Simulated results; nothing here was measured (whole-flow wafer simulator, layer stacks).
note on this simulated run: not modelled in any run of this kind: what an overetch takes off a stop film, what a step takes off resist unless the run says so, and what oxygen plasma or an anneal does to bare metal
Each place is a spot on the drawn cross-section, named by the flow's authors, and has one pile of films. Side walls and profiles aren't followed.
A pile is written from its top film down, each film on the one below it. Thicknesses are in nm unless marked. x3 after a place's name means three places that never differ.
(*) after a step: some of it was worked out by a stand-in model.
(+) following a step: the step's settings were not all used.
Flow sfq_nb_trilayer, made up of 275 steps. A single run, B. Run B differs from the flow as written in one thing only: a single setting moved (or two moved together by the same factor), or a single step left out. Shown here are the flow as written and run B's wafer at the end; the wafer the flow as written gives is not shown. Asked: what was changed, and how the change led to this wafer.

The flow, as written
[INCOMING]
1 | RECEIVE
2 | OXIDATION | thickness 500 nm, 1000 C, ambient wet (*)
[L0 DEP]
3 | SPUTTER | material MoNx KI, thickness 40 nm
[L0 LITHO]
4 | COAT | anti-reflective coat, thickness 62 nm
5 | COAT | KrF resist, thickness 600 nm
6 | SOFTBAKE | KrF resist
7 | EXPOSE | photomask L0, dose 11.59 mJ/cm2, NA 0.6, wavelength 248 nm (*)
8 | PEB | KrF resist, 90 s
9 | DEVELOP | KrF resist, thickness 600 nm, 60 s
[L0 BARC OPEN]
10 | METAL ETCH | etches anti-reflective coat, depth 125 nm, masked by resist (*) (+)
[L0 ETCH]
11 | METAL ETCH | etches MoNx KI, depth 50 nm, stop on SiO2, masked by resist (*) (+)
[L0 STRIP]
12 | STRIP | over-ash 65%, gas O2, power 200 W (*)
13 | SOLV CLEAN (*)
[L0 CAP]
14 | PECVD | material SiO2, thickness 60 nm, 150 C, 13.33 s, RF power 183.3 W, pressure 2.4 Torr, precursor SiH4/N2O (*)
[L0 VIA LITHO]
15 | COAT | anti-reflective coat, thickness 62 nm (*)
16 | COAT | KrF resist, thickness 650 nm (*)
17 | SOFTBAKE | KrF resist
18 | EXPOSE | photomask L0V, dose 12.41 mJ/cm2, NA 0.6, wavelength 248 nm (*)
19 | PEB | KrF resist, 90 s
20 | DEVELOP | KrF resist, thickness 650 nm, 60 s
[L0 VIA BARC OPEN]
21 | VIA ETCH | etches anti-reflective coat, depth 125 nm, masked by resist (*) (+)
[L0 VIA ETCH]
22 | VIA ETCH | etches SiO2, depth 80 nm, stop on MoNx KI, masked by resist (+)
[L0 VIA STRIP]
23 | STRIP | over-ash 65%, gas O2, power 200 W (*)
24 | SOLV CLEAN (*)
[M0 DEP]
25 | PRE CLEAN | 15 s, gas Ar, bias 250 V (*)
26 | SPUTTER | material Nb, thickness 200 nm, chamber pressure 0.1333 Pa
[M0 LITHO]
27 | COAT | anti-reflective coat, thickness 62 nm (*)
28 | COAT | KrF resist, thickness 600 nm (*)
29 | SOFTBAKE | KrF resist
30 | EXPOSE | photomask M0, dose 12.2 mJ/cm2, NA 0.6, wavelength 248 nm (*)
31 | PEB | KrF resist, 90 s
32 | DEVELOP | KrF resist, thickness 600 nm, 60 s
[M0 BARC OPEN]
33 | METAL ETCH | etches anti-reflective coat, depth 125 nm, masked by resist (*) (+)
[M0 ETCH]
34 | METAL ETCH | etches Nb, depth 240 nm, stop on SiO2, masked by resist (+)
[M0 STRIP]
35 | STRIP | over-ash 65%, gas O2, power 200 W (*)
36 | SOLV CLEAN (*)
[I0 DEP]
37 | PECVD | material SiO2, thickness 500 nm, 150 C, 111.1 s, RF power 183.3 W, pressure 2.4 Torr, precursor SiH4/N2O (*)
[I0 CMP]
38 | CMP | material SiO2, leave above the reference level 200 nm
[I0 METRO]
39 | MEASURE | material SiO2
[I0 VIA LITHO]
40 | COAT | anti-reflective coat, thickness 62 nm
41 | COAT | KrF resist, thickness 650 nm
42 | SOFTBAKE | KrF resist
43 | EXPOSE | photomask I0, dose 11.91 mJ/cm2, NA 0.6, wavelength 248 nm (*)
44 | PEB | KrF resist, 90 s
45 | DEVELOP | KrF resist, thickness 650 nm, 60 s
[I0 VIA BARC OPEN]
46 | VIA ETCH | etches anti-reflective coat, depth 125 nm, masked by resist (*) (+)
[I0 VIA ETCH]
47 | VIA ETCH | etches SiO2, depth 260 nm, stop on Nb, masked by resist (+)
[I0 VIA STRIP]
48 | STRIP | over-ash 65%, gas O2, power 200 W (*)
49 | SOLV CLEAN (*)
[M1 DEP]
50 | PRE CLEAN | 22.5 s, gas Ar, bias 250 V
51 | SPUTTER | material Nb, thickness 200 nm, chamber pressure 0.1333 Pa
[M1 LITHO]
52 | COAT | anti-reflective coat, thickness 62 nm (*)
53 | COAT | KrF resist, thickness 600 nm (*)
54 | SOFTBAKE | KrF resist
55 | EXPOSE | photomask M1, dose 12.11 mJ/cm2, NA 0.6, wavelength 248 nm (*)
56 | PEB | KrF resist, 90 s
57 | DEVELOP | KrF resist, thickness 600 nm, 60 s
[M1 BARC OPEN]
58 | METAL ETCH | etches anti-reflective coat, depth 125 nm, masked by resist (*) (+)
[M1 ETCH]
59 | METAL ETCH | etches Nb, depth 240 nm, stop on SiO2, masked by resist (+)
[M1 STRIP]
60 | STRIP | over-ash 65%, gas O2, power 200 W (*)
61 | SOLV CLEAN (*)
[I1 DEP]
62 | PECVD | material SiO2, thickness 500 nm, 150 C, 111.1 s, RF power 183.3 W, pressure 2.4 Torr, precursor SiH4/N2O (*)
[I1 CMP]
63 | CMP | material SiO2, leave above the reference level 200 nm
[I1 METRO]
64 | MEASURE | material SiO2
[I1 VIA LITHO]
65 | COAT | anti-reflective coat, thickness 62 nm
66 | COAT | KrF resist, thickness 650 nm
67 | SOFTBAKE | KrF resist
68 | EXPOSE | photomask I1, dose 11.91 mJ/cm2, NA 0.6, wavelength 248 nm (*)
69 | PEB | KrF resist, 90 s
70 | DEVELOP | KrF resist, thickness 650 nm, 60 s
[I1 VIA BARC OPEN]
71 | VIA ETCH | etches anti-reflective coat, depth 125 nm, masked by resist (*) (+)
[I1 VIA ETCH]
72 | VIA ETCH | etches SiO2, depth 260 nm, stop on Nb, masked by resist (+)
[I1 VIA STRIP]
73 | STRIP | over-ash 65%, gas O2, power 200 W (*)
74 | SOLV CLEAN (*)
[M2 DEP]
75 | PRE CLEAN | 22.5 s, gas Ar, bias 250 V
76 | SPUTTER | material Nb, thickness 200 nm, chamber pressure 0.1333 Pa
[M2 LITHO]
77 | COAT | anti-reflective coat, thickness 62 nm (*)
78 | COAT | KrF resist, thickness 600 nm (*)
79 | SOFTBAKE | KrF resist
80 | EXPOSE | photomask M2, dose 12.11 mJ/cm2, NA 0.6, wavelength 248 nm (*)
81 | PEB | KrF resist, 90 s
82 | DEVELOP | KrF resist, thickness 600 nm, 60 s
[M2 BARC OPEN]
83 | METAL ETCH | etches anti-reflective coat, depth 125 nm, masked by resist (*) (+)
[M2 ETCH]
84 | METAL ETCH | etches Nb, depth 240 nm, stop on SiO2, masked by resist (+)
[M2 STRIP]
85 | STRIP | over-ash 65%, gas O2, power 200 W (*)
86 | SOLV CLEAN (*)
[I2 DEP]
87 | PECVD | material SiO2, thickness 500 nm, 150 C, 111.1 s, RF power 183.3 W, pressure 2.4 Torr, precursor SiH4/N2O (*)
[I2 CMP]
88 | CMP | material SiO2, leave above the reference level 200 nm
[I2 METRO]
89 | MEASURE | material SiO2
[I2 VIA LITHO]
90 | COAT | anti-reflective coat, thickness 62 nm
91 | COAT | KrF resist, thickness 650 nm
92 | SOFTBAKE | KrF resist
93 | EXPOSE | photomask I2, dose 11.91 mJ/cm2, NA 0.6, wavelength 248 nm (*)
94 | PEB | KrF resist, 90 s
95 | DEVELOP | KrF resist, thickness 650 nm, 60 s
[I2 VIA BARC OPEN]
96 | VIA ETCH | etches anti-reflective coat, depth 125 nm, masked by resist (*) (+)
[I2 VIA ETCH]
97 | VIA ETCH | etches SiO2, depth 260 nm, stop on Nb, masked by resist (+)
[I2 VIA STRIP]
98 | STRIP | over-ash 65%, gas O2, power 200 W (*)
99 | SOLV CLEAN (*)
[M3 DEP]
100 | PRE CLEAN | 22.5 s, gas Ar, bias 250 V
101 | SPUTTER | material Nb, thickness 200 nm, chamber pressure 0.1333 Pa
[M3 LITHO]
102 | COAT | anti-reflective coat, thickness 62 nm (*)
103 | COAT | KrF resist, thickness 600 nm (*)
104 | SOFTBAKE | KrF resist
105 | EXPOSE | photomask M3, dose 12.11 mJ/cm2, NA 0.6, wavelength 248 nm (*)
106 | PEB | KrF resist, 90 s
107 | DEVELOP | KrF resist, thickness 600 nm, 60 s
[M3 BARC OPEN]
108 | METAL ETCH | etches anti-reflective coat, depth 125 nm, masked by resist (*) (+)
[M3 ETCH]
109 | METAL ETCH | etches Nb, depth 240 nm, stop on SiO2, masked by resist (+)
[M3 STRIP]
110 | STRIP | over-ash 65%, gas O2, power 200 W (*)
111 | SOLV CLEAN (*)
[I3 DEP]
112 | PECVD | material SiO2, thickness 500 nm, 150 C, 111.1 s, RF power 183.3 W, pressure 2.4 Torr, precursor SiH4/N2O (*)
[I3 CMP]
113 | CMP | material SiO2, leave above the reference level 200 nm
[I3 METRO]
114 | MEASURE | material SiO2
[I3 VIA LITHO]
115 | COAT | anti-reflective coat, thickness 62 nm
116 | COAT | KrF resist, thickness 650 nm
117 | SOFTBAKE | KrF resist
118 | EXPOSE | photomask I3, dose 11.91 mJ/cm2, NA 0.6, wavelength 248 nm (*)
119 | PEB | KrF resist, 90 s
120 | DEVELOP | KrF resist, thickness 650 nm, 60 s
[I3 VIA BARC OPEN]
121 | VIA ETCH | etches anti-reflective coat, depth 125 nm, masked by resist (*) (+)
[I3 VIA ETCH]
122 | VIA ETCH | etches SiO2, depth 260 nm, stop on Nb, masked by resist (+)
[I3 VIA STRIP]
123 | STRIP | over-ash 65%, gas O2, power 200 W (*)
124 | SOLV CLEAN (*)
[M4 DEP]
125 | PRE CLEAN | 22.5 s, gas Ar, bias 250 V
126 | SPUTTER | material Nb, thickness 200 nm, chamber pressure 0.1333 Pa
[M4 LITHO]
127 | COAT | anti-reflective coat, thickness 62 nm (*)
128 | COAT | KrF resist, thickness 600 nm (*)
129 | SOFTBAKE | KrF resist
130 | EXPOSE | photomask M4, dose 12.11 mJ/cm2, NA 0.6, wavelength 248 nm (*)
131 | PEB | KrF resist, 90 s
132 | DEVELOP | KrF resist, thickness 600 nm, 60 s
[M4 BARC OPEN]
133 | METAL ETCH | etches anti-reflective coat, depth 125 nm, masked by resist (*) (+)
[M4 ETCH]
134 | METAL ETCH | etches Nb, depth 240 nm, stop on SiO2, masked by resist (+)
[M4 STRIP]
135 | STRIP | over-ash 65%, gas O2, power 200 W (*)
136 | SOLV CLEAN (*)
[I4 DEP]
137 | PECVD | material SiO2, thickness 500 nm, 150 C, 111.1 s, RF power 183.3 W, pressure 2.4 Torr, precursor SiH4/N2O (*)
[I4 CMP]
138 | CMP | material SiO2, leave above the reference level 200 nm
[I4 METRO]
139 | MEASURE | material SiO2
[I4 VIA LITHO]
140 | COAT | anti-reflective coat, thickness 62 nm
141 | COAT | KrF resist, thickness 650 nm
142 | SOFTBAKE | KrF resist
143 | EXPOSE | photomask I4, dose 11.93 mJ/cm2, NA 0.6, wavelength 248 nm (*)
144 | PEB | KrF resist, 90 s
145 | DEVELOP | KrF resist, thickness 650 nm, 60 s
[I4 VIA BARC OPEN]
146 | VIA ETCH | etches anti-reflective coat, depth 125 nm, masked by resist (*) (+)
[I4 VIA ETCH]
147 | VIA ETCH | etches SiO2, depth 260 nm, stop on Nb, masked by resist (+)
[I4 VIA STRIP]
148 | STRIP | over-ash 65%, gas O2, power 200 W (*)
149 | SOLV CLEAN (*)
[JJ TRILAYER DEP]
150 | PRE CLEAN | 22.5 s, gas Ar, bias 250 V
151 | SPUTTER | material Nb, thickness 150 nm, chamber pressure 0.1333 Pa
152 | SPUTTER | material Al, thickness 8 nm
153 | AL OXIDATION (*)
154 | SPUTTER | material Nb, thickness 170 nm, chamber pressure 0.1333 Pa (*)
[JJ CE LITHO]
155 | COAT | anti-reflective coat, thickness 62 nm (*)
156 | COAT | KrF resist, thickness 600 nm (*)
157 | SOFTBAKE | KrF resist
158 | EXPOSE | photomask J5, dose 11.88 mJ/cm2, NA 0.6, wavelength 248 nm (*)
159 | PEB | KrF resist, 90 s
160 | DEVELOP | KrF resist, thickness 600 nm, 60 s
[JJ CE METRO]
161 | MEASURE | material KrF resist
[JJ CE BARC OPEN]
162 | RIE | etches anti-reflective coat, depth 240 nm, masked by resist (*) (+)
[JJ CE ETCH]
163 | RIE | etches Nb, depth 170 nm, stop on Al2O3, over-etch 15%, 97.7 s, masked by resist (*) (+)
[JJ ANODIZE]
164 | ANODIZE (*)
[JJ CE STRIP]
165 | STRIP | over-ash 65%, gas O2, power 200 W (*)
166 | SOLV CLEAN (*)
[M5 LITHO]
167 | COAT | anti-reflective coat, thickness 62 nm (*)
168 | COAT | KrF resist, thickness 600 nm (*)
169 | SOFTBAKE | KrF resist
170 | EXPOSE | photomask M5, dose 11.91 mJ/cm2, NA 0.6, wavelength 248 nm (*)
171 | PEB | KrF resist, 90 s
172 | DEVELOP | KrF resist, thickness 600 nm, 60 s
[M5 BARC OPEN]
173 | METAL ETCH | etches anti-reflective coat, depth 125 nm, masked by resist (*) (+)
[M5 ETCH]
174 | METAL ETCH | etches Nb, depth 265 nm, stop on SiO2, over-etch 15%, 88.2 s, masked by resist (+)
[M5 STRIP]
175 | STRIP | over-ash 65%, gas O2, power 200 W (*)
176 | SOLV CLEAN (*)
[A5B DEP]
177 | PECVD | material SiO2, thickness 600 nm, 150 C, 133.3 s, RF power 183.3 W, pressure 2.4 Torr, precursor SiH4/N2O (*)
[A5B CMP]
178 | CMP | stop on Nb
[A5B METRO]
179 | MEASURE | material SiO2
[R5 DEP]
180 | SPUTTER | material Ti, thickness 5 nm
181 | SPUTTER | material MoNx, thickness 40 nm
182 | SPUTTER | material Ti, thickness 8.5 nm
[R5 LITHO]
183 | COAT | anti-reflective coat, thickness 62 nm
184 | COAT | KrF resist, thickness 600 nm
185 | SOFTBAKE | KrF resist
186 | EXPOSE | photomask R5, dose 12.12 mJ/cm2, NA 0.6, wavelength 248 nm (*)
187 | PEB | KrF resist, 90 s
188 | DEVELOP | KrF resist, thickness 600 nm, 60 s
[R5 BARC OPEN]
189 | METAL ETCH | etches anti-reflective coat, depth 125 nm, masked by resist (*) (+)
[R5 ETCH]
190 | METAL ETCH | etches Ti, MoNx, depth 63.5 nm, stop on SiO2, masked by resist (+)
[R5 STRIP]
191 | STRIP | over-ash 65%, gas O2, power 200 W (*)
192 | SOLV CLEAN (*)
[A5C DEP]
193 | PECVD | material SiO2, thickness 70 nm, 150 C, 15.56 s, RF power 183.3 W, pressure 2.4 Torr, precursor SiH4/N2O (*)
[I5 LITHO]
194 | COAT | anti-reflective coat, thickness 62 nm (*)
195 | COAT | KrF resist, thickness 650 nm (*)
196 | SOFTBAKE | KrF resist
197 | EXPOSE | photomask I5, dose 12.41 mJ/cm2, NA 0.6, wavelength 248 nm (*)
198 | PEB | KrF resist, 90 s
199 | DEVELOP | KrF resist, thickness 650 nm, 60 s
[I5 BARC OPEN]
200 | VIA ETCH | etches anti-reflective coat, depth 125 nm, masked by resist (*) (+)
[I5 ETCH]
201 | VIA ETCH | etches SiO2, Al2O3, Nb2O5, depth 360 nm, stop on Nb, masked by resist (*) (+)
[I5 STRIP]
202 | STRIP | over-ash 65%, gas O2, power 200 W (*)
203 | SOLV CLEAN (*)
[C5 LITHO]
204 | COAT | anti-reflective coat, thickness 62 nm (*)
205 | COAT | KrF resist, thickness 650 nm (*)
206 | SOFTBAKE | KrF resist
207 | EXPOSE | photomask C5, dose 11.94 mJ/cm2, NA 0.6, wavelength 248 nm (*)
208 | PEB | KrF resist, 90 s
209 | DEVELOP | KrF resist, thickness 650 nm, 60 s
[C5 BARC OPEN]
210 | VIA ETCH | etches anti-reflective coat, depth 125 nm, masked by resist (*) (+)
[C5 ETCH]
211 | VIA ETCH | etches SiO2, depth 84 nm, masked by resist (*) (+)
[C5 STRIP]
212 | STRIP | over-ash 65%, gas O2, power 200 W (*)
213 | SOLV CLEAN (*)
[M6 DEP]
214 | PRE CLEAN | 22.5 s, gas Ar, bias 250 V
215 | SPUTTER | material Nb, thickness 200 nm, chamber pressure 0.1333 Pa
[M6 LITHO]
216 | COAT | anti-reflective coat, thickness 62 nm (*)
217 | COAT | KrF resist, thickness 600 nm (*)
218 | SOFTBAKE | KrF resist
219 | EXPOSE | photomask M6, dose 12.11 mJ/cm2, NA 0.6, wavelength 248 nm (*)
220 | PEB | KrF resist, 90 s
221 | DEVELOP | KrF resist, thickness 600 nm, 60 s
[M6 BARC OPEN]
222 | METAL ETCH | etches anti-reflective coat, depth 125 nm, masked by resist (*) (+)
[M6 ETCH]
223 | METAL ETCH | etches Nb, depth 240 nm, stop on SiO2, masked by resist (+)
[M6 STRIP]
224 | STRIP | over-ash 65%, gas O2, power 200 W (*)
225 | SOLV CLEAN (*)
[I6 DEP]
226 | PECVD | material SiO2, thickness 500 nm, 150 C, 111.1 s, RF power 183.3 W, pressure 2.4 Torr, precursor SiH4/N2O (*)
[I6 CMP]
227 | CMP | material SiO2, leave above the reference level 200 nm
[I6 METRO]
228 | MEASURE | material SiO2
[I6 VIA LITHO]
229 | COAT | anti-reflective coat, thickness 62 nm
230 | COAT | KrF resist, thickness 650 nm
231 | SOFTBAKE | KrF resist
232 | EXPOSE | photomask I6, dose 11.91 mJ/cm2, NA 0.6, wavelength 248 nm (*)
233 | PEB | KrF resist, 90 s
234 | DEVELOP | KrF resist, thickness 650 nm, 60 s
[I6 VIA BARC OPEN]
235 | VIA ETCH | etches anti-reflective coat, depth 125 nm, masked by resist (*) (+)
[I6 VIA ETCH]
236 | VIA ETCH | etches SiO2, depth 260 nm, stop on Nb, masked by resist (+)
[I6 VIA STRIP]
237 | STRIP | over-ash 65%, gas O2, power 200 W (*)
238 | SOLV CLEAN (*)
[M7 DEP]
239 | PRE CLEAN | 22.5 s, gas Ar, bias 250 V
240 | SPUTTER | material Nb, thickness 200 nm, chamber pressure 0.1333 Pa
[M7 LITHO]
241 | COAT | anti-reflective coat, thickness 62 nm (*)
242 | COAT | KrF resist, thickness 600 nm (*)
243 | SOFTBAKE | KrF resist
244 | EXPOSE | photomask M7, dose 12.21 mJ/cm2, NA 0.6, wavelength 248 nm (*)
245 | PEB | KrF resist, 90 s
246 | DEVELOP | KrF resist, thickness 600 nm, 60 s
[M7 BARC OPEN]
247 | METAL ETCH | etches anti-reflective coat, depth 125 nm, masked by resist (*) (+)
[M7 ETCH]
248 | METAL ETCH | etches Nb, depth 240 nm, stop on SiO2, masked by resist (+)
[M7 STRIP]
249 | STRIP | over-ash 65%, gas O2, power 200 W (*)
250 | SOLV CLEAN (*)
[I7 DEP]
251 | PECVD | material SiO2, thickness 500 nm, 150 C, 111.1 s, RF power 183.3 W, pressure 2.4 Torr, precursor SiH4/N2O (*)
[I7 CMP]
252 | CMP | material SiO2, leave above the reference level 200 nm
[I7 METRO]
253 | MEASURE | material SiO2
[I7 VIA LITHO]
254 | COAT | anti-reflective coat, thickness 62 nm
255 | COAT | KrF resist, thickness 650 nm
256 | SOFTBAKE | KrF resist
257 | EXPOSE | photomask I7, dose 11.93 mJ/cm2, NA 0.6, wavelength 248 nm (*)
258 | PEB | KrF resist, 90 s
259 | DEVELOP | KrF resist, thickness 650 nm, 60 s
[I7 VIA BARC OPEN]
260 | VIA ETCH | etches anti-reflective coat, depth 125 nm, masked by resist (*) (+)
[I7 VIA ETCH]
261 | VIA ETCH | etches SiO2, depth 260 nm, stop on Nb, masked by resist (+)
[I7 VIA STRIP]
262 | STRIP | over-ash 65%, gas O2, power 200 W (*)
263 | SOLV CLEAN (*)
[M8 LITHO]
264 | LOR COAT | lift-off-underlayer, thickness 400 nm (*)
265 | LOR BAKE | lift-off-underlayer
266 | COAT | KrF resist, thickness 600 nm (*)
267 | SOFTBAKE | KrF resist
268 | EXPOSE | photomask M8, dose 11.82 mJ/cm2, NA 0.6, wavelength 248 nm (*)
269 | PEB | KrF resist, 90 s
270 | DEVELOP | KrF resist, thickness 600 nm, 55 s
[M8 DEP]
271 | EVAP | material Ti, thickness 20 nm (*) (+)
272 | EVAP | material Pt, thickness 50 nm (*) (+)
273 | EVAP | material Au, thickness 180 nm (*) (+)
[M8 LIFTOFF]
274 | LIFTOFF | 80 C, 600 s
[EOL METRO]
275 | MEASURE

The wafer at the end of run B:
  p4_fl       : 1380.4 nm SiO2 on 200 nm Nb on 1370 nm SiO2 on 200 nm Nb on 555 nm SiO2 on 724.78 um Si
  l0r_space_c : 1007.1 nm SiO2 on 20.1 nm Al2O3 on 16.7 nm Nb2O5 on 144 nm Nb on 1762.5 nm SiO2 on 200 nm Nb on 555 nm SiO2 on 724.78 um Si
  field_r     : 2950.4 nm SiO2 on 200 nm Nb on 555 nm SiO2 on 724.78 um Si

The reason: step 152, SPUTTER: thickness 12.5 nm was run, though the flow has thickness 8 nm.

The path from the change to this, step by step:
  152 | SPUTTER | material Al, thickness 8 nm
      field_l, v_sur, via_sp and 100 more: +12.5 Al (new film) (in the flow as written it would be: +8 Al (new film))
      via_wl, via_wr: +8.03 Al (new film) (in the flow as written it would be: +5.14 Al (new film))
      (also at 1 further place)
  155 | COAT | anti-reflective coat, thickness 62 nm (*)
      via_wl, via_wr: +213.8 anti-reflective coat (new film) (in the flow as written it would be: +209.4 anti-reflective coat (new film))
  162 | RIE | etches anti-reflective coat, depth 240 nm, masked by resist (*) (+)
      ce_l, c5j, ce_r, wl_jj: -213.8 KrF resist (in the flow as written it would be: -209.4 KrF resist)
      via_wl, via_wr: -213.8 anti-reflective coat (all of it) (in the flow as written it would be: -209.4 anti-reflective coat (all of it))
  164 | ANODIZE (*)
      field_l, v_sur, via_sp and 96 more: +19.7 Al2O3, +16.7 Nb2O5 (new film), -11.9 Al (all of it), -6 Nb (in the flow as written it would be: +12.2 Al2O3, +29.9 Nb2O5 (new film), -7.42 Al (all of it), -10.8 Nb)
      via_wl, via_wr: +12.3 Al2O3 (new film), +30.7 Nb2O5 (new film), -7.45 Al (all of it), -11 Nb (in the flow as written it would be: +7.52 Al2O3 (new film), +39.2 Nb2O5 (new film), -4.56 Al (all of it), -14.1 Nb)
      (also at 1 further place)
  167 | COAT | anti-reflective coat, thickness 62 nm (*)
      ce_l: +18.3 anti-reflective coat (new film) (in the flow as written it would be: +19.6 anti-reflective coat (new film))
      c5j: +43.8 anti-reflective coat (new film) (in the flow as written it would be: +44.7 anti-reflective coat (new film))
      (also at 1 further place)
  174 | METAL ETCH | etches Nb, depth 265 nm, stop on SiO2, over-etch 15%, 88.2 s, masked by resist (+)
      field_l, r_sur, res and 49 more: -20.1 Al2O3 (all of it), -16.7 Nb2O5 (all of it), -144 Nb (all of it), -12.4 SiO2 (in the flow as written it would be: -12.6 Al2O3 (all of it), -29.9 Nb2O5 (all of it), -139.2 Nb (all of it), -12.3 SiO2)
      wl_a_sl: -20 Al2O3 (all of it), -16.7 Nb2O5 (all of it), -144 Nb (all of it), -12.4 SiO2 (in the flow as written it would be: -12.6 Al2O3 (all of it), -29.9 Nb2O5 (all of it), -139.2 Nb (all of it), -12.3 SiO2)
  175 | STRIP | over-ash 65%, gas O2, power 200 W (*)
      ce_l: -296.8 KrF resist (all of it), -18.3 anti-reflective coat (all of it) (in the flow as written it would be: -299.6 KrF resist (all of it), -19.6 anti-reflective coat (all of it))
      c5j: -275.9 KrF resist (all of it), -43.8 anti-reflective coat (all of it) (in the flow as written it would be: -279 KrF resist (all of it), -44.7 anti-reflective coat (all of it))
      (also at 1 further place)
  178 | CMP | stop on Nb
      via_wl, via_wr: -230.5 SiO2 (in the flow as written it would be: -235.7 SiO2)
      via_w: -229.7 SiO2 (in the flow as written it would be: -235.2 SiO2)
  201 | VIA ETCH | etches SiO2, Al2O3, Nb2O5, depth 360 nm, stop on Nb, masked by resist (*) (+)
      be: -221.9 SiO2 (all of it), -20.1 Al2O3 (all of it), -16.7 Nb2O5 (all of it) (in the flow as written it would be: -216.4 SiO2 (all of it), -12.7 Al2O3 (all of it), -29.9 Nb2O5 (all of it))
